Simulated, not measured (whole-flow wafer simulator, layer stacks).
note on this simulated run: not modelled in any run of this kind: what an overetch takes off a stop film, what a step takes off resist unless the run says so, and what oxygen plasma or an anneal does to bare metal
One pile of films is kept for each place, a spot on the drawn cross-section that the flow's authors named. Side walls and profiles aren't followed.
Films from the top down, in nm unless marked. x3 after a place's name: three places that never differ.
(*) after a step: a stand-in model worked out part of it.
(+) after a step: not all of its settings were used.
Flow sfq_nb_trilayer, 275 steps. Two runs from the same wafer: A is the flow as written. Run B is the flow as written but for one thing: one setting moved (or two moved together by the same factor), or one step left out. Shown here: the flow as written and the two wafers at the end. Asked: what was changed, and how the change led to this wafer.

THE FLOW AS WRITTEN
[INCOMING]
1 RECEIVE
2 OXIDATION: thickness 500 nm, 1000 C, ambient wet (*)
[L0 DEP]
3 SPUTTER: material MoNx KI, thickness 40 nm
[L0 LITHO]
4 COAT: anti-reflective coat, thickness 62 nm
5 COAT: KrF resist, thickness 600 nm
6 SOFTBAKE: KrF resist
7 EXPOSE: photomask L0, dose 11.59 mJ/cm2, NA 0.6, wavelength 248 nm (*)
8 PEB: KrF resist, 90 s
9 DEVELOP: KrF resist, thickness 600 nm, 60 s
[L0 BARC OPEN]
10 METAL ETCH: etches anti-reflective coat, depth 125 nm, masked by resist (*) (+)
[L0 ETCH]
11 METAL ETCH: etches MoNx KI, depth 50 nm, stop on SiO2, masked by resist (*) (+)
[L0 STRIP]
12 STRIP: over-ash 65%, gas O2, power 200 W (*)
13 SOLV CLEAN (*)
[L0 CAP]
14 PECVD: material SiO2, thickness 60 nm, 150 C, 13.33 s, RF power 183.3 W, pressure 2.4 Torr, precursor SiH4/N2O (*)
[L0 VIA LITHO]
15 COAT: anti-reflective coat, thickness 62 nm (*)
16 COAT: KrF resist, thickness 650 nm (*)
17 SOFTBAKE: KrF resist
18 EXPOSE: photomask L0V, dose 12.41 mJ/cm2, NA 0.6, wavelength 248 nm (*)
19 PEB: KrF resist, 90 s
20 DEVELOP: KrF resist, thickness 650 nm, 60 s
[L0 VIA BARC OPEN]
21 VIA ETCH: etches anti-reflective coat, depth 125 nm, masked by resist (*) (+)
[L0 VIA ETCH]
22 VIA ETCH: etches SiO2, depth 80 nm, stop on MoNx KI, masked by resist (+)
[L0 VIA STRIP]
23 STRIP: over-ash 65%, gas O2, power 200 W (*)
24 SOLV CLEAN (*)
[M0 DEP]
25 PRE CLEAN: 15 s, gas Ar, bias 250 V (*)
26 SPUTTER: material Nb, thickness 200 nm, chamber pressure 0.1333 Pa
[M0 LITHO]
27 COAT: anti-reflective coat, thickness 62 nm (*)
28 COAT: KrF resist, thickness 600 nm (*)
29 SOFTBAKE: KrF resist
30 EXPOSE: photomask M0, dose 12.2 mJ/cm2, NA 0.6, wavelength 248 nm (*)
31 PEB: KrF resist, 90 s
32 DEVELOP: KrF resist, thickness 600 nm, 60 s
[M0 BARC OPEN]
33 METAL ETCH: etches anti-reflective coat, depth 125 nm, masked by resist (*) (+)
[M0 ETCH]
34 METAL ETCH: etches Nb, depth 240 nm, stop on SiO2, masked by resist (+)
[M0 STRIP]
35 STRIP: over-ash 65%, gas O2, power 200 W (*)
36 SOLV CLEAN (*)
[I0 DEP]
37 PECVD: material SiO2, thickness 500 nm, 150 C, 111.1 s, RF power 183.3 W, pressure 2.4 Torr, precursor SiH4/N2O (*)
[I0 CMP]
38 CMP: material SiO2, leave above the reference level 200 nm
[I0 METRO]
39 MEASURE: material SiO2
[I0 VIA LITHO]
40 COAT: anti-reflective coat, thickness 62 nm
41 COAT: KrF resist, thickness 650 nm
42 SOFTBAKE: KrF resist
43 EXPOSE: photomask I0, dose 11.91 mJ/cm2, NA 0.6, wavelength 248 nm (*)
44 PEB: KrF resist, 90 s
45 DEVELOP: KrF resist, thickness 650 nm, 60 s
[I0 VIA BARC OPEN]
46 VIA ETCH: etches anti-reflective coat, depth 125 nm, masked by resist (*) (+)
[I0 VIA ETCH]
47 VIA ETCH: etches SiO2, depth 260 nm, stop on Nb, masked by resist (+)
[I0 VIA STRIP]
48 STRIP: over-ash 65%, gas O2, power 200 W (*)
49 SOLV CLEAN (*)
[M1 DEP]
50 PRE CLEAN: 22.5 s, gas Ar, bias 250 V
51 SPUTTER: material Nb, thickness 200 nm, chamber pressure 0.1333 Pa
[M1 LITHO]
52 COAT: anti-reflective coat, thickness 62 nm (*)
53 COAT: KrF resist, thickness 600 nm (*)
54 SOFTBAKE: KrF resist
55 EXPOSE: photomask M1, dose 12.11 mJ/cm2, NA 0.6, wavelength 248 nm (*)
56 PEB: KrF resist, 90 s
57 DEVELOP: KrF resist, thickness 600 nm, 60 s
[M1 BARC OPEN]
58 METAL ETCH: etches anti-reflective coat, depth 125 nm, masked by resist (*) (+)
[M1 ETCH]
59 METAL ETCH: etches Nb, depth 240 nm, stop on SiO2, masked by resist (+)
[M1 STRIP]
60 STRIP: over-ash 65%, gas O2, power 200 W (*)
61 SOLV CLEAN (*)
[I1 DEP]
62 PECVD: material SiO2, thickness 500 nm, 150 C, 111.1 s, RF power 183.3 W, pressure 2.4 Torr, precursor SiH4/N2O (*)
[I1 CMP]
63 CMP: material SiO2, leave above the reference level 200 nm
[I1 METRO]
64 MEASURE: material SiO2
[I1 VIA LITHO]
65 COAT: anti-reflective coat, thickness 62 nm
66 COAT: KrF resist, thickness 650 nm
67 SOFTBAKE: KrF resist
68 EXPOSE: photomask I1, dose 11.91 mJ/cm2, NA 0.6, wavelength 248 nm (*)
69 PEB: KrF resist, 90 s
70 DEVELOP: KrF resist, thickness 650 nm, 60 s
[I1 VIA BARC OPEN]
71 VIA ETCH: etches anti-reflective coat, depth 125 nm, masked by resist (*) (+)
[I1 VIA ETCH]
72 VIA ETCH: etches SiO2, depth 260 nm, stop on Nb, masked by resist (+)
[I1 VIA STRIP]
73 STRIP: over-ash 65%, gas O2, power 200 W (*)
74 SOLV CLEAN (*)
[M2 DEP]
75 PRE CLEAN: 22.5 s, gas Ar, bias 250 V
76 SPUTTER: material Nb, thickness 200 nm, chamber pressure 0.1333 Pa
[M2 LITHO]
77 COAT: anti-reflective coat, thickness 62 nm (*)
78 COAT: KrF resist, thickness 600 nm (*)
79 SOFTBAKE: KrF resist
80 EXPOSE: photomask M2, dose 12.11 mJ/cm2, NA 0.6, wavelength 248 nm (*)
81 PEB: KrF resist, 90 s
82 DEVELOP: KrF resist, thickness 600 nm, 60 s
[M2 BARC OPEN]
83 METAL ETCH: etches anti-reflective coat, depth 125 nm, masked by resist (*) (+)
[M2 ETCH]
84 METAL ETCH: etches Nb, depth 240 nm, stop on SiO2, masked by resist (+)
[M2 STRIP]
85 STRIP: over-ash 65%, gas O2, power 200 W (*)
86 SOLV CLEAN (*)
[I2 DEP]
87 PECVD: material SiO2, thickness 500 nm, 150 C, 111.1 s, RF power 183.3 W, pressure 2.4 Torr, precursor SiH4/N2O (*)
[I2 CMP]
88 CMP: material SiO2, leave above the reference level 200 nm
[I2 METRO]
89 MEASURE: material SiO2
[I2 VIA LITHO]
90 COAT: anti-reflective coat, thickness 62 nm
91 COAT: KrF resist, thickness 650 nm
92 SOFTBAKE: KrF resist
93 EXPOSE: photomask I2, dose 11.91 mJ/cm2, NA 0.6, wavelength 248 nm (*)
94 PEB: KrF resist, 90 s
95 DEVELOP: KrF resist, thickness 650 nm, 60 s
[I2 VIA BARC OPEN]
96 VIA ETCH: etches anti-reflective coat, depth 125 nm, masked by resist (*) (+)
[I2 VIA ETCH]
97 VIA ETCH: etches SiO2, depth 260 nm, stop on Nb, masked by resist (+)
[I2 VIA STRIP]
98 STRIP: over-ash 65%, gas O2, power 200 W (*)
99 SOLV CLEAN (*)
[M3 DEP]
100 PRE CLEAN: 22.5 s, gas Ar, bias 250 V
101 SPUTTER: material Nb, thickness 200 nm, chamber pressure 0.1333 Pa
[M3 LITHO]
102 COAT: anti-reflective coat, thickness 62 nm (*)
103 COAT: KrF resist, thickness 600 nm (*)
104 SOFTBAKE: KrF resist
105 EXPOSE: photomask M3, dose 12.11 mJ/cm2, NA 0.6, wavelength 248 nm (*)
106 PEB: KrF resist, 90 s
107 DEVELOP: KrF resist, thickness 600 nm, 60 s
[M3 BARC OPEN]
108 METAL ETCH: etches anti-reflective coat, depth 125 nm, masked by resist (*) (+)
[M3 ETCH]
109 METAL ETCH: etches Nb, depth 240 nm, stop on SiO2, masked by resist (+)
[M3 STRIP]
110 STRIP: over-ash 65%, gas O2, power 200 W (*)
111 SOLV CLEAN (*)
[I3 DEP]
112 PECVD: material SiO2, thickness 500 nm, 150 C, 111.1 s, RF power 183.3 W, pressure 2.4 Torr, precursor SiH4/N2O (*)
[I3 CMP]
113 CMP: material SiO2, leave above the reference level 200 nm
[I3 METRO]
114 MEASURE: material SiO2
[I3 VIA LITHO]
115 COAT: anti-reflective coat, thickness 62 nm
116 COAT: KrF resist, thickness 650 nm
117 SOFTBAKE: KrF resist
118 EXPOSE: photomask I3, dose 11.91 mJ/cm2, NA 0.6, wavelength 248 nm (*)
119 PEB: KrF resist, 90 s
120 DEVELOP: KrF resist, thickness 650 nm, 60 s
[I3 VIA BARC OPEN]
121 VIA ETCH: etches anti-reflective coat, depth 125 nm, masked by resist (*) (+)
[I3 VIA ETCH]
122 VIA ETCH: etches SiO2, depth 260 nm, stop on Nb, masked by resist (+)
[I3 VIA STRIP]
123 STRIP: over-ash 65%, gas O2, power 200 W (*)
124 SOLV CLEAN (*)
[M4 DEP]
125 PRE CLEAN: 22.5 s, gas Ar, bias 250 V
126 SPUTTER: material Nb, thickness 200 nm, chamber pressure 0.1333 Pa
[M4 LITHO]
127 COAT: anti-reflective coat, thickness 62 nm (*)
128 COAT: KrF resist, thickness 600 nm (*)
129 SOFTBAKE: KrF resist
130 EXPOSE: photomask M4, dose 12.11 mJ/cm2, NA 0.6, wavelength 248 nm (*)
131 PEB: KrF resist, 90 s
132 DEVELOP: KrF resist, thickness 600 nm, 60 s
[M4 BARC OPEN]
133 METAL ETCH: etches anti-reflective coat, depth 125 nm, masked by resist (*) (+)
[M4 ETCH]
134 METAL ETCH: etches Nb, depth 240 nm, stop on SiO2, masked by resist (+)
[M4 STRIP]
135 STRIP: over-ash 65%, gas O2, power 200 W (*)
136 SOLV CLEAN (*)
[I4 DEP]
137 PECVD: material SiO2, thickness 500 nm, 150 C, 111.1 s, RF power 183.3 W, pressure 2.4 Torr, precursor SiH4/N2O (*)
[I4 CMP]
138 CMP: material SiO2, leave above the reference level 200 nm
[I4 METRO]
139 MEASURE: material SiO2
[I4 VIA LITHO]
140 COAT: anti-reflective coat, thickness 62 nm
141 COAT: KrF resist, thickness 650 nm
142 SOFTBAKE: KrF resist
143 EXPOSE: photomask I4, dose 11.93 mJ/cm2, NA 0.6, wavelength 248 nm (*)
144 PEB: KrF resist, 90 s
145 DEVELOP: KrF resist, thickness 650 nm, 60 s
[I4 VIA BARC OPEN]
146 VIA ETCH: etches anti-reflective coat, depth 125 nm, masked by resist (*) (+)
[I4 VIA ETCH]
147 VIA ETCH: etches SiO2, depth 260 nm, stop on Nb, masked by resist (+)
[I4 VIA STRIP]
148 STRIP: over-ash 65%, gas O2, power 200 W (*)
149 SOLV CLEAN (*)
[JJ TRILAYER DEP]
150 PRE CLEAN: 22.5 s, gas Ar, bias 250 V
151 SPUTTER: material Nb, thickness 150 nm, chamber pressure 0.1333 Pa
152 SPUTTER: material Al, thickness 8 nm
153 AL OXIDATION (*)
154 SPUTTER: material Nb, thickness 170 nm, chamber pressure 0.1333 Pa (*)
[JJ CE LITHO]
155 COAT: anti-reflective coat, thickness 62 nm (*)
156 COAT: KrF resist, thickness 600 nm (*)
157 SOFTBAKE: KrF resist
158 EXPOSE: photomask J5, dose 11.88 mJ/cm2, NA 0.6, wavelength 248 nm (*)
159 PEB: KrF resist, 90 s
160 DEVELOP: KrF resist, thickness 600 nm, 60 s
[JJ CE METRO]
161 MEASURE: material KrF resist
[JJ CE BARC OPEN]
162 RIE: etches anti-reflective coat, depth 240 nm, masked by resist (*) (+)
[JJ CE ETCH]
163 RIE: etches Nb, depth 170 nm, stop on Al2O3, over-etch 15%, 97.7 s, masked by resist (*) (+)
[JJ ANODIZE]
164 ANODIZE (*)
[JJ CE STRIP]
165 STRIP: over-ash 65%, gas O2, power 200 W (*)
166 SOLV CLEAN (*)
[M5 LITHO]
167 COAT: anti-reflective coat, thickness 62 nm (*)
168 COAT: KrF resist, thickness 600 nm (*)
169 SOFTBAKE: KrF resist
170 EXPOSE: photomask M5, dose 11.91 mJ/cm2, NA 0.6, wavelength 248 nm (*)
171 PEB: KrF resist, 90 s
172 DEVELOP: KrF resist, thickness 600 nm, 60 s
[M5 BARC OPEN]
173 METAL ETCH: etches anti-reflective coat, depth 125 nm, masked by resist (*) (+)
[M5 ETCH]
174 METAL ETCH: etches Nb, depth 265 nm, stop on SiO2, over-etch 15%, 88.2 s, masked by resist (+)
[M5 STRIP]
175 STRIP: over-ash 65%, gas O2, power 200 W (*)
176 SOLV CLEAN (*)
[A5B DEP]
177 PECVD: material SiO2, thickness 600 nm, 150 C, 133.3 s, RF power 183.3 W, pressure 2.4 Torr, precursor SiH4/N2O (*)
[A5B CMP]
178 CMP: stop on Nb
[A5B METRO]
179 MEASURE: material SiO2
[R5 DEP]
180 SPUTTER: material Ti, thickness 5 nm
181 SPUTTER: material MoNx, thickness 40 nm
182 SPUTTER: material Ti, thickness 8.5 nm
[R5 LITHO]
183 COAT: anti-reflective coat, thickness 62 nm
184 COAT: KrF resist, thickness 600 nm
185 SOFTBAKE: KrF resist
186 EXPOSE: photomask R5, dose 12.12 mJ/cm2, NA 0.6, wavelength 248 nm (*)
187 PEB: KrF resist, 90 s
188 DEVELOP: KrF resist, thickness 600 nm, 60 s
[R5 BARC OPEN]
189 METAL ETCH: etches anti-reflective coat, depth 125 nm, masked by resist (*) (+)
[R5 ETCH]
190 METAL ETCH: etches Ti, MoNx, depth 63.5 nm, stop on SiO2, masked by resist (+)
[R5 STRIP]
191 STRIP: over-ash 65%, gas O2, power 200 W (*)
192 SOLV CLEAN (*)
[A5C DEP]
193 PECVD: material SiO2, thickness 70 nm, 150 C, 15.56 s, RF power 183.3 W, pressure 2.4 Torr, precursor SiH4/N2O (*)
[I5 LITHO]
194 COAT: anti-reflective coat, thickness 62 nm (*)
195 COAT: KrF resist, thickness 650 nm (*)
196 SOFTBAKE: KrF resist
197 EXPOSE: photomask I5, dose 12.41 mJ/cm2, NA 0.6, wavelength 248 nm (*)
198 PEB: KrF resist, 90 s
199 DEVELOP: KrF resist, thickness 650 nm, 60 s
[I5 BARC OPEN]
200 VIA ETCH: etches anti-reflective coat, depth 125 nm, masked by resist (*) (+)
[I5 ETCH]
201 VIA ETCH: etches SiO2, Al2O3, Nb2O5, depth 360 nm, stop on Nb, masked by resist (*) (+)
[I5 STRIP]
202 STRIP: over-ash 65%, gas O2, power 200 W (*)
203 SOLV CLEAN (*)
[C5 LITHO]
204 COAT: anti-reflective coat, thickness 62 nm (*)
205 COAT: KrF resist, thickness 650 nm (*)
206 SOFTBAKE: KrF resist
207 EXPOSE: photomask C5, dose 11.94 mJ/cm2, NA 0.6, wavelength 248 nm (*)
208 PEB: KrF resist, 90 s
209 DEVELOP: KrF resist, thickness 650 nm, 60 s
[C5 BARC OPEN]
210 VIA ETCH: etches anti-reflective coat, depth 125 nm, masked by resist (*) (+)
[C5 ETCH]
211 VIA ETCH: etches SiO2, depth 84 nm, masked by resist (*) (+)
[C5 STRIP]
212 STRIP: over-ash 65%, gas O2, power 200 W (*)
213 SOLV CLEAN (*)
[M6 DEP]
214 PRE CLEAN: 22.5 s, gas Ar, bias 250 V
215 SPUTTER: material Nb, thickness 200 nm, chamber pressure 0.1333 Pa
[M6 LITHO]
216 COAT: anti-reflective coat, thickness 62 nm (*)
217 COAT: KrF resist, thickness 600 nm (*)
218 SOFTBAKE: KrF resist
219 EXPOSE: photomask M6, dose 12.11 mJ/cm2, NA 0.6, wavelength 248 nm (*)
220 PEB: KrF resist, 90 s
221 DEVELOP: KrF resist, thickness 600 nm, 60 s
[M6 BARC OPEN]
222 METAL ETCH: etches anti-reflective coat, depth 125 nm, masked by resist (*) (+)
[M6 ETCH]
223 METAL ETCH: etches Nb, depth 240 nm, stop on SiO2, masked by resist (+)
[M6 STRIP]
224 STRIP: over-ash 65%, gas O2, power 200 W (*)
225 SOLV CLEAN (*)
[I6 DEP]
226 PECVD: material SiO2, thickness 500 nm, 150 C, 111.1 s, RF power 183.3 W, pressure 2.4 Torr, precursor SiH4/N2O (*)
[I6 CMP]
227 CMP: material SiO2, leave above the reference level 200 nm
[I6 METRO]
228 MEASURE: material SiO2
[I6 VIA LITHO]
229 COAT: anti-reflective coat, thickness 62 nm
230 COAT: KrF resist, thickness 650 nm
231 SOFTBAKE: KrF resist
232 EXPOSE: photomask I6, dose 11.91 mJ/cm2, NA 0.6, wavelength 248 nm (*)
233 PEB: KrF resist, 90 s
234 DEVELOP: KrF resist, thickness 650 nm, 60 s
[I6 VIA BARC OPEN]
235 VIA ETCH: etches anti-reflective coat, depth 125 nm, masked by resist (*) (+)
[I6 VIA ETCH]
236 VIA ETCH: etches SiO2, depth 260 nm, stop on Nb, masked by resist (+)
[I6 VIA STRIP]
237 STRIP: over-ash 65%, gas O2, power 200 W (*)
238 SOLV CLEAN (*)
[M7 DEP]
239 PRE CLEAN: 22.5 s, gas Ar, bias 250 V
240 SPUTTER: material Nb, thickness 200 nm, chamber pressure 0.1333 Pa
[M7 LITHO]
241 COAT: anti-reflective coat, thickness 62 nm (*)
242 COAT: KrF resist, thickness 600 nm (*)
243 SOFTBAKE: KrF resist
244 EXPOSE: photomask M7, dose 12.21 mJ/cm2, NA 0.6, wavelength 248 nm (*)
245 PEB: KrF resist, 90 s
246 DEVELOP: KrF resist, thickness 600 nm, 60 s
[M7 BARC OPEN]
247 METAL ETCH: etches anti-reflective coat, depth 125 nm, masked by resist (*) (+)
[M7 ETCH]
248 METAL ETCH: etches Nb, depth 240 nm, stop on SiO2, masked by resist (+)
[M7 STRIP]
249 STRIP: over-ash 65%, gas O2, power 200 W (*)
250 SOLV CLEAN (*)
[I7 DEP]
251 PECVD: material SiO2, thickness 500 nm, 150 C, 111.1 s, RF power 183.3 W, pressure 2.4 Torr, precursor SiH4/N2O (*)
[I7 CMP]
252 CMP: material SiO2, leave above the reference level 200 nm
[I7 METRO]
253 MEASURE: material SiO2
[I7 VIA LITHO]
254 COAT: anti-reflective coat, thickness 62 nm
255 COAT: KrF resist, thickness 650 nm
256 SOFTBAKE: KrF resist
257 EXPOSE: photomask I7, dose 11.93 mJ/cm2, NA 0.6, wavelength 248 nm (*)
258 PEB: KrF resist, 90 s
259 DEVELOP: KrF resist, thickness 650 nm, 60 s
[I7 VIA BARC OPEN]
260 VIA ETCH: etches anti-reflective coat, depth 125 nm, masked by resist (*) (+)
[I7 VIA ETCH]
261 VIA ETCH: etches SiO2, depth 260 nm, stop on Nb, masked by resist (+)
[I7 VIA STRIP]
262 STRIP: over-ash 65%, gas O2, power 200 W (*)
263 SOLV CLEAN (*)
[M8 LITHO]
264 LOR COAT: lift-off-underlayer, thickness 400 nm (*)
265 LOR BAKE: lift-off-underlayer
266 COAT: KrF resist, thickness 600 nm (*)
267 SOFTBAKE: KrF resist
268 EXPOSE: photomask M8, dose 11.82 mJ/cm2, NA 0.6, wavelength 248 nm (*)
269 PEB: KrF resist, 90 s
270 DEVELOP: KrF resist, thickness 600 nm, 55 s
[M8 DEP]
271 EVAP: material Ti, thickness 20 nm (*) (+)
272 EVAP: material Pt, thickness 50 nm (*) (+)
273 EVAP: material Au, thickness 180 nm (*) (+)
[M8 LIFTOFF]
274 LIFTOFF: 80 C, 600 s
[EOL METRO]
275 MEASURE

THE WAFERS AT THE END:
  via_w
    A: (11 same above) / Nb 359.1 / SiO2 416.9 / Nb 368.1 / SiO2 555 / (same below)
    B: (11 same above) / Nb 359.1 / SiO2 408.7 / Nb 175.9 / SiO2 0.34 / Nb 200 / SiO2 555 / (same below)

The cause: step 47, VIA ETCH: depth 192 nm was run, where the flow has depth 260 nm.

How the change led to this, step by step:
  47 VIA ETCH: etches SiO2, depth 260 nm, stop on Nb, masked by resist (+)
      via_w: A SiO2 -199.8 (all of it) | B SiO2 -192
      field_l, v_sur, via_wl and 102 more: A KrF resist -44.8 | B KrF resist -33.1
  48 STRIP: over-ash 65%, gas O2, power 200 W (*)
      field_l, v_sur, via_wl and 102 more: A KrF resist -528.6 (all of it), anti-reflective coat -62 (all of it) | B KrF resist -540.3 (all of it), anti-reflective coat -62 (all of it)
  50 PRE CLEAN: 22.5 s, gas Ar, bias 250 V
      via_w: A Nb -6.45 | B SiO2 -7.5
  51 SPUTTER: material Nb, thickness 200 nm, chamber pressure 0.1333 Pa
      via_w: A Nb +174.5 | B Nb +175.9 (new film)
  52 COAT: anti-reflective coat, thickness 62 nm (*)
      via_wr: A anti-reflective coat +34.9 (new film) | B anti-reflective coat +34.1 (new film)
  60 STRIP: over-ash 65%, gas O2, power 200 W (*)
      via_wr: A KrF resist -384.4 (all of it), anti-reflective coat -34.9 (all of it) | B KrF resist -386 (all of it), anti-reflective coat -34.1 (all of it)
Counting metal films that touch as one body, via_w has 6 bodies (between them, from the top down: SiO2 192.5; SiO2 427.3 / Al2O3 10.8 / Nb2O5 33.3; SiO2 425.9; SiO2 408.7; SiO2 0.34); the flow as written gives 5 bodies (between them, from the top down: SiO2 192.5; SiO2 427.3 / Al2O3 10.8 / Nb2O5 33.3; SiO2 425.9; SiO2 416.9).
